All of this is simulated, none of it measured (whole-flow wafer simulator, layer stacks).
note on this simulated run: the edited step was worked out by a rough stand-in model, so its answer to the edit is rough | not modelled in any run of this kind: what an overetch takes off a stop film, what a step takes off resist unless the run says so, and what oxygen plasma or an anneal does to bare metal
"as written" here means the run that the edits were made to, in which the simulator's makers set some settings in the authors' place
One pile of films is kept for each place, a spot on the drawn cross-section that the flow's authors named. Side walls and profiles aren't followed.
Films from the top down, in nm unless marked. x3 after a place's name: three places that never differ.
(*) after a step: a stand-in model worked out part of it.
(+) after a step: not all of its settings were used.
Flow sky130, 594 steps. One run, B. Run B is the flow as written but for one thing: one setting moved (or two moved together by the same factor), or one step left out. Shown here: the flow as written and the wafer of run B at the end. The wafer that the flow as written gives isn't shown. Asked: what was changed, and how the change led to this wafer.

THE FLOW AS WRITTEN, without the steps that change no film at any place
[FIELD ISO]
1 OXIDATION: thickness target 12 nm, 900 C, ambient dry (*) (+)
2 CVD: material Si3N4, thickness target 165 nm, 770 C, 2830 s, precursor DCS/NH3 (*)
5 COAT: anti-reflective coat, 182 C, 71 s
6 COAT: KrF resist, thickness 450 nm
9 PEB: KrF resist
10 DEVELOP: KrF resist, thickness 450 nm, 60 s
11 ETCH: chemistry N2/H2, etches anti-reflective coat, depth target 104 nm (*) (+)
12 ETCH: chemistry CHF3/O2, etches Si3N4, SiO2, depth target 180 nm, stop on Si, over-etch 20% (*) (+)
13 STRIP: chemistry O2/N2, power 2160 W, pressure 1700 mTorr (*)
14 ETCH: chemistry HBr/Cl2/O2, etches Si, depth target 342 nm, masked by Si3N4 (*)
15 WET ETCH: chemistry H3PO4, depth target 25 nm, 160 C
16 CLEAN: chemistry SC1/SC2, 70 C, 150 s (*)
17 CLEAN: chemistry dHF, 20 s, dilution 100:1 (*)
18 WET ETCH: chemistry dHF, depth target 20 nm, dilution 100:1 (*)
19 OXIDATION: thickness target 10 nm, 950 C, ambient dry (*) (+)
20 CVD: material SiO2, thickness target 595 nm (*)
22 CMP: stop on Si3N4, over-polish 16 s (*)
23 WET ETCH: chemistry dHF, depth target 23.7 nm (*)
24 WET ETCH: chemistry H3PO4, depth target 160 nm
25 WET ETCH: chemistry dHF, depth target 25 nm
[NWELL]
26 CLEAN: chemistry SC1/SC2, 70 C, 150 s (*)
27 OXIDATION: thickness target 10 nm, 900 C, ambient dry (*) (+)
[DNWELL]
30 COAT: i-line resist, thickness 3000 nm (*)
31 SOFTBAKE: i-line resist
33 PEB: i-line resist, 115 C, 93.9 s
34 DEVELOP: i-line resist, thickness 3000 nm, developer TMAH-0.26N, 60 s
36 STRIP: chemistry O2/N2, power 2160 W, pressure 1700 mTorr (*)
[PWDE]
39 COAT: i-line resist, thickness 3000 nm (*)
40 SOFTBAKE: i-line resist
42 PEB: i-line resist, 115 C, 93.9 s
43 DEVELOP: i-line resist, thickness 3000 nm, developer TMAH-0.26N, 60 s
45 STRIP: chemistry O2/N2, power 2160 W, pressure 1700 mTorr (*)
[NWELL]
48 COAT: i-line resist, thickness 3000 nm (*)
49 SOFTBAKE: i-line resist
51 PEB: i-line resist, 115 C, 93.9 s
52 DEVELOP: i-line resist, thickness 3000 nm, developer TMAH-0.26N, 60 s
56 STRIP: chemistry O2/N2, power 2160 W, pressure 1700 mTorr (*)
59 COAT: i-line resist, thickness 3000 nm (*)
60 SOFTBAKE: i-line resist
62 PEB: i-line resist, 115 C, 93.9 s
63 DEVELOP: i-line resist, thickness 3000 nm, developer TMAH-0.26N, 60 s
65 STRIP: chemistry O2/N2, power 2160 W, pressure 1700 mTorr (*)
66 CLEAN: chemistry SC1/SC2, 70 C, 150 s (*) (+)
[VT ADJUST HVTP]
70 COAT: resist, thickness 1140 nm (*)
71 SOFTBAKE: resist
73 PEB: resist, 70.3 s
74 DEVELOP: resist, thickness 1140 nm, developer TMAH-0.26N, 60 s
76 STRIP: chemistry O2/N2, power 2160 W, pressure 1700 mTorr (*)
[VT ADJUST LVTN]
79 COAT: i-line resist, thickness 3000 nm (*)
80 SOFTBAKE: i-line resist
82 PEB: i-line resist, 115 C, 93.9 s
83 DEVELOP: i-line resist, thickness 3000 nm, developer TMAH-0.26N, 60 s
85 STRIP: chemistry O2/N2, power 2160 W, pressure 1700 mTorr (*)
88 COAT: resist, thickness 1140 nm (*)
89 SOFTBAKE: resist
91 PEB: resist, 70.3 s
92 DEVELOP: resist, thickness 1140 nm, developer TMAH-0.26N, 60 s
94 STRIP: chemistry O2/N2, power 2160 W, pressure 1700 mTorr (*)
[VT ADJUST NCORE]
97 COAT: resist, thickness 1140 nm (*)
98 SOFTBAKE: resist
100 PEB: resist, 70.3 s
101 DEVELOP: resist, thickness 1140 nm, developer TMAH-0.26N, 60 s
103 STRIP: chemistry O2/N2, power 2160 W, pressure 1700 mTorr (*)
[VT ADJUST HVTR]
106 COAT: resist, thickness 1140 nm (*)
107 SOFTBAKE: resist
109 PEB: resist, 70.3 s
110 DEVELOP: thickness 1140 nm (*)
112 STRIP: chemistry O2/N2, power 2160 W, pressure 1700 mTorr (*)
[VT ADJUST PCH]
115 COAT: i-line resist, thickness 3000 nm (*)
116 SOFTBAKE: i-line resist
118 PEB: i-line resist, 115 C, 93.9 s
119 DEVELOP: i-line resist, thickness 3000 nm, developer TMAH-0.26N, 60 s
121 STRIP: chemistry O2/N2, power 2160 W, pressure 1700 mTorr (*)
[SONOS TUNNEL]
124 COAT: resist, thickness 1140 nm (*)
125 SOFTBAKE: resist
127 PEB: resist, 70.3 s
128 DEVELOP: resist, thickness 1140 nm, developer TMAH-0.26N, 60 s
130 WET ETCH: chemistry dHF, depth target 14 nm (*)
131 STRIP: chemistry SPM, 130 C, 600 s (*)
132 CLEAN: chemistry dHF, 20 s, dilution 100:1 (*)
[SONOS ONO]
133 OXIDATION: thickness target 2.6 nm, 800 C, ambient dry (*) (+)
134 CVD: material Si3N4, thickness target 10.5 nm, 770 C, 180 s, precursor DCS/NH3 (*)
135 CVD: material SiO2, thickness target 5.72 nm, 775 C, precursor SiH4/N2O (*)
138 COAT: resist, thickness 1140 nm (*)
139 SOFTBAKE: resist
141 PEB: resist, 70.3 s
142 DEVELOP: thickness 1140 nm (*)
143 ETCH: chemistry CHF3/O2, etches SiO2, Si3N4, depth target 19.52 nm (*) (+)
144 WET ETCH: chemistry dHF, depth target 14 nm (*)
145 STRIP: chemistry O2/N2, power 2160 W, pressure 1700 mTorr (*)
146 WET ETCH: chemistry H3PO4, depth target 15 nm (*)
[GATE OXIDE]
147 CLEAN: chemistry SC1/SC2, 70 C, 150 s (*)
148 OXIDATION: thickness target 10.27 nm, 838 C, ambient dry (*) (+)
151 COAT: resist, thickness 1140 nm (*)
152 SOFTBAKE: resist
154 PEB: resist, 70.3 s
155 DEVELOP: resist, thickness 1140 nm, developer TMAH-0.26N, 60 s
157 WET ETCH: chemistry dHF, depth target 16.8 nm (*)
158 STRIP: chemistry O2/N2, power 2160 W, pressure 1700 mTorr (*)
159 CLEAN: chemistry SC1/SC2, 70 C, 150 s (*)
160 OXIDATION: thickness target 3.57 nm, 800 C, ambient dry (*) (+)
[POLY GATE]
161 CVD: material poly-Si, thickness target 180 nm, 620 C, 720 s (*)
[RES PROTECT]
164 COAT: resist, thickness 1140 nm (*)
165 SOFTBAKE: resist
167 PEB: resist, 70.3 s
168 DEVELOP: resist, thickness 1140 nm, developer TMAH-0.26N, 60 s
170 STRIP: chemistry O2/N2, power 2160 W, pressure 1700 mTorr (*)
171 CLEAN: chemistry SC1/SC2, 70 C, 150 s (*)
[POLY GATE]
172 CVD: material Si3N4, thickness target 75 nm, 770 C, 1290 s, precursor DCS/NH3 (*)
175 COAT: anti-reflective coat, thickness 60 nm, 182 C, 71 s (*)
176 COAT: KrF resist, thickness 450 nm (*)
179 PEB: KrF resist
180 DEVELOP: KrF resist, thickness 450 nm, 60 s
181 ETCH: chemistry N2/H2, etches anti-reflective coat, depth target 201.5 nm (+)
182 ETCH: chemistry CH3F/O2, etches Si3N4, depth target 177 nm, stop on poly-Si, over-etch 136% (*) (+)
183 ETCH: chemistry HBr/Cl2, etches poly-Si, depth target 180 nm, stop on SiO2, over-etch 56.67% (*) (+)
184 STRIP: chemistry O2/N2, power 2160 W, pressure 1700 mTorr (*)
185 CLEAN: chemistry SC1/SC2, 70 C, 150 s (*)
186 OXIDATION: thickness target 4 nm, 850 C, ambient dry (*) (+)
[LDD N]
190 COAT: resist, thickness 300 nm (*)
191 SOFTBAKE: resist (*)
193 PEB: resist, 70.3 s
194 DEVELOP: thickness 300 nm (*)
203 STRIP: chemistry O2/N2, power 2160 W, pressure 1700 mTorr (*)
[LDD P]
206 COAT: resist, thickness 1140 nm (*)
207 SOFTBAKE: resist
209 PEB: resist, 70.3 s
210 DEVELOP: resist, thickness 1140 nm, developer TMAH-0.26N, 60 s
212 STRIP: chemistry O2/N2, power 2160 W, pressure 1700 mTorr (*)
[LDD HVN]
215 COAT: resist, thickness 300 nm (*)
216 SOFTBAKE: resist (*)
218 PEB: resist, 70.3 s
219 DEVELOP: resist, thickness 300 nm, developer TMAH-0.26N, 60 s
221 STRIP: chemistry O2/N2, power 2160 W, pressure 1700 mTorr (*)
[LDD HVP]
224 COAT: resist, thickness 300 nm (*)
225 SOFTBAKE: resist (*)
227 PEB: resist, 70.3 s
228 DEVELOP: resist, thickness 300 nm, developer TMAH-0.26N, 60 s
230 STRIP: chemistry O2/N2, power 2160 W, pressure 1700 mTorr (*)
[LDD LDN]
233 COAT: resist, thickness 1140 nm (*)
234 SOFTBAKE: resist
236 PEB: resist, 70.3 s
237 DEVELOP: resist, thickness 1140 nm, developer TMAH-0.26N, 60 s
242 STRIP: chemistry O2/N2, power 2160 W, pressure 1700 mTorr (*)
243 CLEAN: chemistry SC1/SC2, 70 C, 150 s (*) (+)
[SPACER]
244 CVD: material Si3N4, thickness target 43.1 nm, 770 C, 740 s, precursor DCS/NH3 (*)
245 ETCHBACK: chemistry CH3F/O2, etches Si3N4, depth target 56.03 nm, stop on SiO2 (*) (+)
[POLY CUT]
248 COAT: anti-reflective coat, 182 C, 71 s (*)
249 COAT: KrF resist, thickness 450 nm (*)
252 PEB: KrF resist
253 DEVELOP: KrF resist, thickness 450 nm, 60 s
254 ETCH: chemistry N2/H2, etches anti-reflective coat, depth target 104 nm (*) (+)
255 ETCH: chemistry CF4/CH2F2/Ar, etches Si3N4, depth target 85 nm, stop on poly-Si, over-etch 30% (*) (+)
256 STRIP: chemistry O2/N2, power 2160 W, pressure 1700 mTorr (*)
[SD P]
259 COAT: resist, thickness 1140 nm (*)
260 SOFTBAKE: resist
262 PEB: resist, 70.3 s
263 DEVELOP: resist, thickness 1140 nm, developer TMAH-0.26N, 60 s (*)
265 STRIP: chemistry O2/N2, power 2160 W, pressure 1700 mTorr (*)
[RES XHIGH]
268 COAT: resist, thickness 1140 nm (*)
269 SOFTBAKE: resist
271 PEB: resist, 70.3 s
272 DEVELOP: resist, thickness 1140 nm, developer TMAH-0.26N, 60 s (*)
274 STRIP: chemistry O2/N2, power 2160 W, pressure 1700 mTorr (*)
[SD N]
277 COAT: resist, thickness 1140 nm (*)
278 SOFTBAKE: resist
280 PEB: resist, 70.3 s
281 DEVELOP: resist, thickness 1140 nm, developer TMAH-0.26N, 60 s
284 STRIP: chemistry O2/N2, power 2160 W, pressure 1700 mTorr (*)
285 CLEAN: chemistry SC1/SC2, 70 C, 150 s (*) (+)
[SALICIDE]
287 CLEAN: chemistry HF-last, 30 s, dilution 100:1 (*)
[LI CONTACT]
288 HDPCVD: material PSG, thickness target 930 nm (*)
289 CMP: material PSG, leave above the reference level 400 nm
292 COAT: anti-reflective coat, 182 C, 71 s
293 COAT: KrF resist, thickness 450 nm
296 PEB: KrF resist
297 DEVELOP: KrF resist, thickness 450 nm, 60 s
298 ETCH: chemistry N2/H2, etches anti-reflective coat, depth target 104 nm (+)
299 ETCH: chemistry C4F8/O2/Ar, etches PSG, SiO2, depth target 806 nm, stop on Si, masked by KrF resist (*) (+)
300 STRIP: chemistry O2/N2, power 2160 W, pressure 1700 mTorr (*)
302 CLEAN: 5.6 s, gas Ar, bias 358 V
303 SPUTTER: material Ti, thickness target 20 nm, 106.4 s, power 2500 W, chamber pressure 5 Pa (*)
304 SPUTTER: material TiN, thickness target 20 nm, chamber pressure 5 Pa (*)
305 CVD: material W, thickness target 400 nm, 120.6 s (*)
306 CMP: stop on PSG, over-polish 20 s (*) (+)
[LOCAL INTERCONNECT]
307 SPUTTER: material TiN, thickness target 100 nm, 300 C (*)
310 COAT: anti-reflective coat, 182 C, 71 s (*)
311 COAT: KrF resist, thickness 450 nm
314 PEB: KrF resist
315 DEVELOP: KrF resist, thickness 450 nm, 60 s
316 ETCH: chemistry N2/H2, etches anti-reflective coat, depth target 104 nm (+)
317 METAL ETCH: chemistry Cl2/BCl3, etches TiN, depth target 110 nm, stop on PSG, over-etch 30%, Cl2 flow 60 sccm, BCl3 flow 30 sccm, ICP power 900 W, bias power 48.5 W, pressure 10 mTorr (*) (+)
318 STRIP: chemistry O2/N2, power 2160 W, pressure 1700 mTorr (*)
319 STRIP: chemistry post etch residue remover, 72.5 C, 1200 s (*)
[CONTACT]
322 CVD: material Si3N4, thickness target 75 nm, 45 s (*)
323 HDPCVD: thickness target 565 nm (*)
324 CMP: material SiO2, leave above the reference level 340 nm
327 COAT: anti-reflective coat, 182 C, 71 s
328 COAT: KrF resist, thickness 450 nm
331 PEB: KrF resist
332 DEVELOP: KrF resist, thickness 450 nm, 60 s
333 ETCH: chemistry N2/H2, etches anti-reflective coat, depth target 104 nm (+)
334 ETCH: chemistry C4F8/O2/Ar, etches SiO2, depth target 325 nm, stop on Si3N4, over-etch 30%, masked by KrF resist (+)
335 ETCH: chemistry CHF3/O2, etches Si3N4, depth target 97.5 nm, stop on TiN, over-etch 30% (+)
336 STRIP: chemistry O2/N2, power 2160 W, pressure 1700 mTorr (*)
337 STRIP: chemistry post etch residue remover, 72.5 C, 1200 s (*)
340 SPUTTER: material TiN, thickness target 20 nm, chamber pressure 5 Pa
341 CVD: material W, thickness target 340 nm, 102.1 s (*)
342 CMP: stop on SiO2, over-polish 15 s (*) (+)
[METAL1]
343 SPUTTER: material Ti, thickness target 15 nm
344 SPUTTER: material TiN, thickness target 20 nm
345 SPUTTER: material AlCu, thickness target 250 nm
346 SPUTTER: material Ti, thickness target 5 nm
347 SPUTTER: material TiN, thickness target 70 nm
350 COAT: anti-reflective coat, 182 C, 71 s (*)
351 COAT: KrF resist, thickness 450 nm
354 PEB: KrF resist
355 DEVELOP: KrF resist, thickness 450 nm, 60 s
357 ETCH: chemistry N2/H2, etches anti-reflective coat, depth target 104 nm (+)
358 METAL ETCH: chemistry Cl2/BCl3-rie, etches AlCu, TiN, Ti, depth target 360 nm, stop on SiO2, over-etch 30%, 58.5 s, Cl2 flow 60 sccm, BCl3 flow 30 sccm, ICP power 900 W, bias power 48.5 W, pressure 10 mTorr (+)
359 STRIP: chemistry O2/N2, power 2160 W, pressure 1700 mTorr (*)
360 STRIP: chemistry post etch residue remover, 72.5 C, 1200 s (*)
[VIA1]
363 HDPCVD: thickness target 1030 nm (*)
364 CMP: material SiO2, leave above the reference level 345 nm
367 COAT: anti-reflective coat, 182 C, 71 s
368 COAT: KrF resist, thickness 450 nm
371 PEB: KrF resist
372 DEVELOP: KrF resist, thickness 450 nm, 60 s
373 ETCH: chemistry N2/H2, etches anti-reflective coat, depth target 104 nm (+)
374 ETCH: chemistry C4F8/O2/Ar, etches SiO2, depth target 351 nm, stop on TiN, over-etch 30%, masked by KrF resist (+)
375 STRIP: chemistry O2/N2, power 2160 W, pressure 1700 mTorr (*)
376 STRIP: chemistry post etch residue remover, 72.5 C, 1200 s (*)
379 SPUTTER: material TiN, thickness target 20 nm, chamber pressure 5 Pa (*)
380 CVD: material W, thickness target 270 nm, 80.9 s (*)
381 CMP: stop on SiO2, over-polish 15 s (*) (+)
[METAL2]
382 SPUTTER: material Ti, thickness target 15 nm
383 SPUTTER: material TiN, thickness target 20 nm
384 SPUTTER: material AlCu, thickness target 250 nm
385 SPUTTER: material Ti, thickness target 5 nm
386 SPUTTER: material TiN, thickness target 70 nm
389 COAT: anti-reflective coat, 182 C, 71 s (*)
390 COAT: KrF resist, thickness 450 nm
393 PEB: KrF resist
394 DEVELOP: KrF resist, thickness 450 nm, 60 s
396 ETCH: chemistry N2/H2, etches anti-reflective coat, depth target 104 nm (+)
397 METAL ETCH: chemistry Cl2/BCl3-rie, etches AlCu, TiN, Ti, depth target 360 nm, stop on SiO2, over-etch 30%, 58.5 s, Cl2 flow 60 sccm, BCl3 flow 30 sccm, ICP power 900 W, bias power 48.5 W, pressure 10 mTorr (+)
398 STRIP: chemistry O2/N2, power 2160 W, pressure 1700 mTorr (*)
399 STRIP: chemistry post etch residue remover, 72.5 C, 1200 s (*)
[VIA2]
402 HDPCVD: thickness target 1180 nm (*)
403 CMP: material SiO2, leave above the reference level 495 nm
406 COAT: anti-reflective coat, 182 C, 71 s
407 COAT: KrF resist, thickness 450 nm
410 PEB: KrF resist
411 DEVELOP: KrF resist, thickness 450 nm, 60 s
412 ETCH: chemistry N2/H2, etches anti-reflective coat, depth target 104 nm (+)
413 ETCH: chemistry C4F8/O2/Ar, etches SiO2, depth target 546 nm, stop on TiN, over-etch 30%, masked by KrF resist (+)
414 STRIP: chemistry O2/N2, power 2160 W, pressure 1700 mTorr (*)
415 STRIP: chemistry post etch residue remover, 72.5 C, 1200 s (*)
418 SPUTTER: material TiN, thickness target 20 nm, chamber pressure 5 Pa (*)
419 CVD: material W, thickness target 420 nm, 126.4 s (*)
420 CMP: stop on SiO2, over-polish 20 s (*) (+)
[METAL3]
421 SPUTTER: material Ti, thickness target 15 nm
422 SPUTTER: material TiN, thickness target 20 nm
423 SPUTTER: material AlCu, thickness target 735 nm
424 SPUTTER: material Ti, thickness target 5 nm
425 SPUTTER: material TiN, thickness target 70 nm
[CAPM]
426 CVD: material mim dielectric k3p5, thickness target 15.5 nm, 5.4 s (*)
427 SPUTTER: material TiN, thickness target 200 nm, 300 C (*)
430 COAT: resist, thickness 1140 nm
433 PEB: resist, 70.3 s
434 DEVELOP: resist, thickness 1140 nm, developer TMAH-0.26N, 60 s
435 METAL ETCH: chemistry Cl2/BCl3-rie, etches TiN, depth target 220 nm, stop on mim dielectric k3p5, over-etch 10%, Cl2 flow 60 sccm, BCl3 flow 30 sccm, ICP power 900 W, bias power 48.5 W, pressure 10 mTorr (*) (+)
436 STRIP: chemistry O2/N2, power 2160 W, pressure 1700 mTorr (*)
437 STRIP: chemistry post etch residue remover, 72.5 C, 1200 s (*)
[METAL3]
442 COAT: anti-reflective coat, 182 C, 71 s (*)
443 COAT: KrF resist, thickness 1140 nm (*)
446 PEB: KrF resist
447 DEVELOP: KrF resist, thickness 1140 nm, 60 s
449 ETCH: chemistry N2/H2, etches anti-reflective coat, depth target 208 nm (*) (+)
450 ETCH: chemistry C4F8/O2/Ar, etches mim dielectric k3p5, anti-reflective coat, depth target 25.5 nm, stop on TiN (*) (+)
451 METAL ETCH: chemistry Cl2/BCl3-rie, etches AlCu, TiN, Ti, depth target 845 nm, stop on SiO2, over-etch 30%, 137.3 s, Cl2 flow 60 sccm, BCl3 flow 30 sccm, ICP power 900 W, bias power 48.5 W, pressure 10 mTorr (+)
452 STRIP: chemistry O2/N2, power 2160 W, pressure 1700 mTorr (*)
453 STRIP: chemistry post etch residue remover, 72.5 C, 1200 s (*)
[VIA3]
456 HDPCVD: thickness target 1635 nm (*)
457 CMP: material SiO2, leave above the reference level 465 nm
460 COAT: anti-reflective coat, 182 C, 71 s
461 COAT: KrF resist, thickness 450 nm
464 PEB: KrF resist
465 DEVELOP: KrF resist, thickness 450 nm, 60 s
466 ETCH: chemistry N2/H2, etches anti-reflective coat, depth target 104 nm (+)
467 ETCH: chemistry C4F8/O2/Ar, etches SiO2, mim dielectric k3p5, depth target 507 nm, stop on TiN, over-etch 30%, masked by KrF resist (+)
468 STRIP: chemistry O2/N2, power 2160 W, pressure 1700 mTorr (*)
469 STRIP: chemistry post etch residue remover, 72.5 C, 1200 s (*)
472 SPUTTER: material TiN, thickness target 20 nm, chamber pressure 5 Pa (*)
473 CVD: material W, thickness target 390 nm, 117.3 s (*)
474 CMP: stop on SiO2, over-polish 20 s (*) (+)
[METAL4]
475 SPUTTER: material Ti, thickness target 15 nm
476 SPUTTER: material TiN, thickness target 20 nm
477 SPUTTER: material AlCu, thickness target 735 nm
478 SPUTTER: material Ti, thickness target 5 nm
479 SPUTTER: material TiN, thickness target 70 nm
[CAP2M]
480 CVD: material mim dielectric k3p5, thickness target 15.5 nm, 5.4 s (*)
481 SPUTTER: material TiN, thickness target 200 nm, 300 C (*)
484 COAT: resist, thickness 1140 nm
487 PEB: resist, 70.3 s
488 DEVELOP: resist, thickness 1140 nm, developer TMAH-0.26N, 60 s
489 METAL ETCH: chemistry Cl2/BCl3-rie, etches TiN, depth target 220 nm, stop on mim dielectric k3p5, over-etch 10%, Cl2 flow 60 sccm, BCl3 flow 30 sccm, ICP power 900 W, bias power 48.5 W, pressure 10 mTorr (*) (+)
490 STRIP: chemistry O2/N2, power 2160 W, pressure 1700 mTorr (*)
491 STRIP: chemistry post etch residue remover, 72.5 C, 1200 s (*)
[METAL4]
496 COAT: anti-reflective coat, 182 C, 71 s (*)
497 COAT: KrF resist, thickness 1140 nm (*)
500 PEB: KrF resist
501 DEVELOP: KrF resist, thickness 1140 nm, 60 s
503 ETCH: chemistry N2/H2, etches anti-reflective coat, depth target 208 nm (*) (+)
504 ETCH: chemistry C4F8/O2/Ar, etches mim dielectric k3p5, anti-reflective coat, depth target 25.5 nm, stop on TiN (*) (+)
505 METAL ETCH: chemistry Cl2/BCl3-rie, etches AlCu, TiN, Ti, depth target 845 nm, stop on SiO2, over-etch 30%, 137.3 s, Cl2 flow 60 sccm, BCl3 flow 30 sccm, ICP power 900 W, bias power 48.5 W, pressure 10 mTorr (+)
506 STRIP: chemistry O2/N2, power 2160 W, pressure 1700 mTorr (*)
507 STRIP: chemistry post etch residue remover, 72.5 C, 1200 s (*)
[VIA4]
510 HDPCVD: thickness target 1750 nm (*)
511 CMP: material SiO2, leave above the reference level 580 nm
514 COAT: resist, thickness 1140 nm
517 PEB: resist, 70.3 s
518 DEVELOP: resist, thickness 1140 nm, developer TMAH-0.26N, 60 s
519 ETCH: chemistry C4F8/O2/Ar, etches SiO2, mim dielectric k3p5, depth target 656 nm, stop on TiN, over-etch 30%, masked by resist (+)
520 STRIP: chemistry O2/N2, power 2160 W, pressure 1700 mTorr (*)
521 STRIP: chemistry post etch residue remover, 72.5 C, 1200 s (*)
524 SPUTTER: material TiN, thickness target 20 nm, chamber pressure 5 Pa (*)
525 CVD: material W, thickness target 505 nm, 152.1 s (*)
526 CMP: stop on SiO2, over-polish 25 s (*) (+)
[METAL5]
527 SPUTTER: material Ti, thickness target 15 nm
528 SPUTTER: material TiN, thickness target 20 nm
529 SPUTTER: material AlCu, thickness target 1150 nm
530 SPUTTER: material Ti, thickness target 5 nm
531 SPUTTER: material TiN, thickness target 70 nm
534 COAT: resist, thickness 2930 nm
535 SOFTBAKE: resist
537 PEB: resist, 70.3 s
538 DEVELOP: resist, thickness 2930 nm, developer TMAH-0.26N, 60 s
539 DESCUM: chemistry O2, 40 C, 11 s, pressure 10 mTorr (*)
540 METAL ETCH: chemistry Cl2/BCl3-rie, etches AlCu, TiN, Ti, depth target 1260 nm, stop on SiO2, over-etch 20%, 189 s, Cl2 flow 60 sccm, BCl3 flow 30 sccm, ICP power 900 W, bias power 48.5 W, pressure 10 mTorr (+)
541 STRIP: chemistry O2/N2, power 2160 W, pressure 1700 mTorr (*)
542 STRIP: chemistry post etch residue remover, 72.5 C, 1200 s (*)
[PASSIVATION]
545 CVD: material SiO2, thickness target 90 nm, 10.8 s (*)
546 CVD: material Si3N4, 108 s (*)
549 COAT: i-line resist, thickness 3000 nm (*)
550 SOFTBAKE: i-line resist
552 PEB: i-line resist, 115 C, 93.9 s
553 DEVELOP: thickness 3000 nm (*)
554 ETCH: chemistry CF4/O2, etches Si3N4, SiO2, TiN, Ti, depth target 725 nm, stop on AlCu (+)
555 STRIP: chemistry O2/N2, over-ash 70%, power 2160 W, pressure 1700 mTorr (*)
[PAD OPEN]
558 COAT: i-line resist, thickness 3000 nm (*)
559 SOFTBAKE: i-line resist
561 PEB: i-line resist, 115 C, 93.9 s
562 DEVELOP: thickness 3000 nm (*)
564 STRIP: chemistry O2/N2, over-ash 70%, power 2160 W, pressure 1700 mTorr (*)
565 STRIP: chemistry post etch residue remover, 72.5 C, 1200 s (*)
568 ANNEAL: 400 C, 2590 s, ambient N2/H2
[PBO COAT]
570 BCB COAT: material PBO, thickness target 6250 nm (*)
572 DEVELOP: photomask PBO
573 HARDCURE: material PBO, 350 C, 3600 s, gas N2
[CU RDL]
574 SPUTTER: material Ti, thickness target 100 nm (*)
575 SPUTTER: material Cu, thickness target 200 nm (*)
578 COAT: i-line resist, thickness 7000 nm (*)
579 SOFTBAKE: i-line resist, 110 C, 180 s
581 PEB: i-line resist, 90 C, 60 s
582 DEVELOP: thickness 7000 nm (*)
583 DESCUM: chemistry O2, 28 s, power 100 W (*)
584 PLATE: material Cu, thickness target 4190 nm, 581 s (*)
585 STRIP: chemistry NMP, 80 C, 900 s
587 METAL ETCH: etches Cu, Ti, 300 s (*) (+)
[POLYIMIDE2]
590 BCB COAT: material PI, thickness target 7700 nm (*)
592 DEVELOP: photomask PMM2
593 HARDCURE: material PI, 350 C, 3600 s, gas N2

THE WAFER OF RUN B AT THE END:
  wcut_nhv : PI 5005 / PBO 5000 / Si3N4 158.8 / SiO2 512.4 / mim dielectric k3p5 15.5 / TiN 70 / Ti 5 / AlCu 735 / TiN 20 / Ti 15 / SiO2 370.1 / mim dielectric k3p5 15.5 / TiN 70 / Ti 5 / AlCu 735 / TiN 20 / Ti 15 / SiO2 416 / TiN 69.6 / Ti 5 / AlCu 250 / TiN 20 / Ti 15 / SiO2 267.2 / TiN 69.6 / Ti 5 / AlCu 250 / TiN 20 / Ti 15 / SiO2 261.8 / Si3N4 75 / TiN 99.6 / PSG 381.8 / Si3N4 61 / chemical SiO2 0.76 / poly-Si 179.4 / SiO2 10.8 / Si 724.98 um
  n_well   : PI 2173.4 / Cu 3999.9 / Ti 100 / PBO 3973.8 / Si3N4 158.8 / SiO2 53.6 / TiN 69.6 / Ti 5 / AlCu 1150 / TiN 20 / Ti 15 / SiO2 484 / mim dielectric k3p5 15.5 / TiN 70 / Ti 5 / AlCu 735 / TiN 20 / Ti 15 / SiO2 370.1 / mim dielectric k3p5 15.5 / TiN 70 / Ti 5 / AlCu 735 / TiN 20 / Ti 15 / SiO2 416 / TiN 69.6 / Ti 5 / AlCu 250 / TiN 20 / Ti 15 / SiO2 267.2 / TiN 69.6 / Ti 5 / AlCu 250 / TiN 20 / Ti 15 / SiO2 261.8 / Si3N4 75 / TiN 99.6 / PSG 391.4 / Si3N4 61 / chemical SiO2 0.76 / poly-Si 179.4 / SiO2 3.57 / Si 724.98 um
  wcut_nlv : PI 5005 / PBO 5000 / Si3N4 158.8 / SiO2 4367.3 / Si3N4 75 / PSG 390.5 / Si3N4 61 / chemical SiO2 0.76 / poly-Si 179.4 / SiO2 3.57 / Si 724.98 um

The cause: step 545, CVD: thickness target 38.2 nm was run, where the flow has thickness target 90 nm; step 545, CVD: 4.59 s was run, where the flow has 10.8 s.

How the change led to this, step by step:
  545 CVD: material SiO2, thickness target 90 nm, 10.8 s (*)
      field, active, gate and 175 more: SiO2 +53.6 (as written it would be: SiO2 +125.2)
      n_well, p_well, sd_n and 12 more: SiO2 +53.6 (new film) (as written it would be: SiO2 +125.2 (new film))
  550 SOFTBAKE: i-line resist
      active: i-line resist +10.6 (as written it would be: i-line resist +12)
      gate: i-line resist -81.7 (as written it would be: i-line resist -85.5)
      (and at 60 more places)
  554 ETCH: chemistry CF4/O2, etches Si3N4, SiO2, TiN, Ti, depth target 725 nm, stop on AlCu (+)
      field, active, n_well and 189 more: i-line resist -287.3 (as written it would be: i-line resist -358.9)
      pad: Si3N4 -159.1 (all of it), SiO2 -53.6 (all of it), TiN -69.6 (all of it), Ti -5 (all of it) (as written it would be: Si3N4 -159.1 (all of it), SiO2 -125.2 (all of it), TiN -69.6 (all of it), Ti -5 (all of it))
  555 STRIP: chemistry O2/N2, over-ash 70%, power 2160 W, pressure 1700 mTorr (*)
      gate_hv, dice_street, iso_guard and 83 more: i-line resist -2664 (all of it) (as written it would be: i-line resist -2592.4 (all of it))
      n_well, p_well, sd_n, sd_p: i-line resist -1412.4 (all of it) (as written it would be: i-line resist -1340.8 (all of it))
      (and at 102 more places)
  558 COAT: i-line resist, thickness 3000 nm (*)
      pad: i-line resist +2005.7 (new film) (as written it would be: i-line resist +2077.7 (new film))
  559 SOFTBAKE: i-line resist
      field: i-line resist +11 (as written it would be: i-line resist +12.5)
      active: i-line resist +10.6 (as written it would be: i-line resist +12)
      (and at 67 more places)
  561 PEB: i-line resist, 115 C, 93.9 s
      pad: i-line resist -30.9 (as written it would be: i-line resist -32.2)
  562 DEVELOP: thickness 3000 nm (*)
      pad: i-line resist -1974.8 (all of it) (as written it would be: i-line resist -2045.5 (all of it))
  578 COAT: i-line resist, thickness 7000 nm (*)
      pad: i-line resist +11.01 um (new film) (as written it would be: i-line resist +11.08 um (new film))
  579 SOFTBAKE: i-line resist, 110 C, 180 s
      ndiff_licon_rim, ndiff_licon: i-line resist -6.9 (as written it would be: i-line resist -8.01)
      rpo_hd_licon, mim2: i-line resist -13.8 (as written it would be: i-line resist -14.9)
      (and at 28 more places)
  582 DEVELOP: thickness 7000 nm (*)
      pad: i-line resist -11.01 um (all of it) (as written it would be: i-line resist -11.08 um (all of it))
